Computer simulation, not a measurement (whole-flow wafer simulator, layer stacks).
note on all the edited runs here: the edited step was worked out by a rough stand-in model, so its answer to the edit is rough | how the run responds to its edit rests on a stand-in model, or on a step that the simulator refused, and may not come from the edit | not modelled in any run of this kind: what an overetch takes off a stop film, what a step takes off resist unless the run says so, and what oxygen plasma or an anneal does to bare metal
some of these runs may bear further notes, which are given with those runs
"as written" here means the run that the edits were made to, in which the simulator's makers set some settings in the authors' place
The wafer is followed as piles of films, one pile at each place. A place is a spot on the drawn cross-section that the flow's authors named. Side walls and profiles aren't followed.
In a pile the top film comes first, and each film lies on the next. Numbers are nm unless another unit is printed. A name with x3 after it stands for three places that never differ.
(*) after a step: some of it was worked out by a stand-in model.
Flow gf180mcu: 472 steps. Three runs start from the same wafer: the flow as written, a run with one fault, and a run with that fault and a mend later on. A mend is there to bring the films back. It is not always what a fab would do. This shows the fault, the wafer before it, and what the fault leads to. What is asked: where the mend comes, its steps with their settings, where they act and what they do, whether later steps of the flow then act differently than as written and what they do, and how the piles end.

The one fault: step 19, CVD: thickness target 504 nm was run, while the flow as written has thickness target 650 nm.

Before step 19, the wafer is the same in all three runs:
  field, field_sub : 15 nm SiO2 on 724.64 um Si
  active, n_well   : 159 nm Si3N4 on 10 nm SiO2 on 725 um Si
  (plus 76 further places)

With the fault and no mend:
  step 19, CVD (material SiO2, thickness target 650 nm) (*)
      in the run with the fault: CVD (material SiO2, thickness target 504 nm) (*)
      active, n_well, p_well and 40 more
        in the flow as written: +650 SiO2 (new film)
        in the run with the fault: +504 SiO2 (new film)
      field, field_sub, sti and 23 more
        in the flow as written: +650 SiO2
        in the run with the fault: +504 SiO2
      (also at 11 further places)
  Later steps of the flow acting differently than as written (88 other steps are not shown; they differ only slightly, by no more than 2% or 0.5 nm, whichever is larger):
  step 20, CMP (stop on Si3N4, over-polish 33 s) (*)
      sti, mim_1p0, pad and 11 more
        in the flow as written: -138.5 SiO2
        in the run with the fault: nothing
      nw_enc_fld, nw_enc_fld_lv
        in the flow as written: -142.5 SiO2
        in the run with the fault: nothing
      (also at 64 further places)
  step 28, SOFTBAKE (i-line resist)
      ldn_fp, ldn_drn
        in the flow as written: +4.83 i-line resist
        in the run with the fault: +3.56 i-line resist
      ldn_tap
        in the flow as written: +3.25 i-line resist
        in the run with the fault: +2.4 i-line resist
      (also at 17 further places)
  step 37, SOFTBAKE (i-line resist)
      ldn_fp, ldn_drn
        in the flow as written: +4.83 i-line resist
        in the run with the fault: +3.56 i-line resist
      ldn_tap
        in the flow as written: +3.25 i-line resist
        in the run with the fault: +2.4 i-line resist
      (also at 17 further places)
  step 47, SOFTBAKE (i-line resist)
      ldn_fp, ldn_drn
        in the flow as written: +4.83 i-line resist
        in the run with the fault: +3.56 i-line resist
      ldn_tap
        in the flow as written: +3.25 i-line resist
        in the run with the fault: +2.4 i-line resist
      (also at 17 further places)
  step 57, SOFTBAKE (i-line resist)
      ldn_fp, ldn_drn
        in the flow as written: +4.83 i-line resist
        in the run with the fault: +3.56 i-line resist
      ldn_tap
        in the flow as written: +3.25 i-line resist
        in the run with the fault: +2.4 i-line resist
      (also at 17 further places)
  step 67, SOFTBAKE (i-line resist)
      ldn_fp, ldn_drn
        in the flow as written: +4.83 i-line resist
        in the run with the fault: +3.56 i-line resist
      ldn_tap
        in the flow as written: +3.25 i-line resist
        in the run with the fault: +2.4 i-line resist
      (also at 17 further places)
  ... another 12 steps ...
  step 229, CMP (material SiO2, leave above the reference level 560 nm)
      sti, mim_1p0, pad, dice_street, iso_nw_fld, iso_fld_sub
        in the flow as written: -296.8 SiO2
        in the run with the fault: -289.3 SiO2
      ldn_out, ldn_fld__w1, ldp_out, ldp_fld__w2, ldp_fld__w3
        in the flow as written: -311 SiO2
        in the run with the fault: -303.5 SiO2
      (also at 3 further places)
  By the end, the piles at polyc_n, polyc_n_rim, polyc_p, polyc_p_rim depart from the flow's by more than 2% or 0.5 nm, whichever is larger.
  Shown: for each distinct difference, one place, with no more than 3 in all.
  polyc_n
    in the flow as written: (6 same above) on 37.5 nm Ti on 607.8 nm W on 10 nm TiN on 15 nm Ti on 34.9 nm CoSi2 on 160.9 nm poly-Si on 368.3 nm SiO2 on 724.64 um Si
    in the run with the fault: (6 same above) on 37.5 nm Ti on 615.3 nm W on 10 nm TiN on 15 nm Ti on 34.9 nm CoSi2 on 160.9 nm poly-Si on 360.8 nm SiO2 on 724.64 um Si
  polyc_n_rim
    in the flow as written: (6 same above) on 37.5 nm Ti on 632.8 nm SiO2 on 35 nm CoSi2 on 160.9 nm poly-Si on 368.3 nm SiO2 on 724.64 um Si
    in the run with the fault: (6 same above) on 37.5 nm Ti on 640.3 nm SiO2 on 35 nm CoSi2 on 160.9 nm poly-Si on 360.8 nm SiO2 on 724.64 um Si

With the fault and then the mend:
  The mend follows step 19.
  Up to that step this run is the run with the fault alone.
  step 19a, CVD (material SiO2, thickness target 146 nm) (*) (the flow's step 19 again, with other settings)
      field, field_sub, active and 77 more
        +146 SiO2
  Later steps of the flow that are run all act as written at every place that is followed, up to a difference of at most 2% or 0.5 nm, whichever is larger.
  When the end is reached, the piles differ only a little from the flow's at the places that both follow, at most by 2% or 0.5 nm, whichever is larger.
